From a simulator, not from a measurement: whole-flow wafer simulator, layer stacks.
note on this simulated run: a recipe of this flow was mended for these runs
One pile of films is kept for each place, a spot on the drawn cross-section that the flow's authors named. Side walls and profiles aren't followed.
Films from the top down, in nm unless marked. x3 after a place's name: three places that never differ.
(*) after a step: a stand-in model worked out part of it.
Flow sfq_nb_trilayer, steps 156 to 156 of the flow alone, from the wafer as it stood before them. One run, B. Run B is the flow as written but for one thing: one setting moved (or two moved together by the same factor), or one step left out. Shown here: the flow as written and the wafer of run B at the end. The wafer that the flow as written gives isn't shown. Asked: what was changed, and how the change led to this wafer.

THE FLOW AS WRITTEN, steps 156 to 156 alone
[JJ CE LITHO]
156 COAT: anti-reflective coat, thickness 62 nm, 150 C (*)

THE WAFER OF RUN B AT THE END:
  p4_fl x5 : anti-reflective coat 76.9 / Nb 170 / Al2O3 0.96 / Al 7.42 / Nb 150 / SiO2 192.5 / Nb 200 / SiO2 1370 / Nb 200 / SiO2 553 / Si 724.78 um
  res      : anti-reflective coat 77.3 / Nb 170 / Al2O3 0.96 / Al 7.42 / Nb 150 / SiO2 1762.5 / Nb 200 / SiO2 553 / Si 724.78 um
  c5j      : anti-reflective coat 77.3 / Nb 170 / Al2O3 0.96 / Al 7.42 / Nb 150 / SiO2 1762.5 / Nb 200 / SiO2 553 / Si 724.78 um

The cause: step 156, COAT: thickness 76.9 nm was run, where the flow has thickness 62 nm.
It can be read off the wafer: p4_fl x5 has anti-reflective coat 76.9, and step 156 as written asks for 62 nm.

How the change led to this, step by step:
  156 COAT: anti-reflective coat, thickness 62 nm, 150 C (*)
      p4_fl x5, p4_w1 x9, p3_s0 x42, wl_j_sl x15, wl_d_m1, l0r_line_l x3, m0r_space_l x2: anti-reflective coat +76.9 (new film) (as written it would be: anti-reflective coat +62 (new film))
      res, r_end, moat, field_r, lsp_l, ln_m5, lsp_m: anti-reflective coat +77.3 (new film) (as written it would be: anti-reflective coat +62.3 (new film))
      (and at 22 more places)
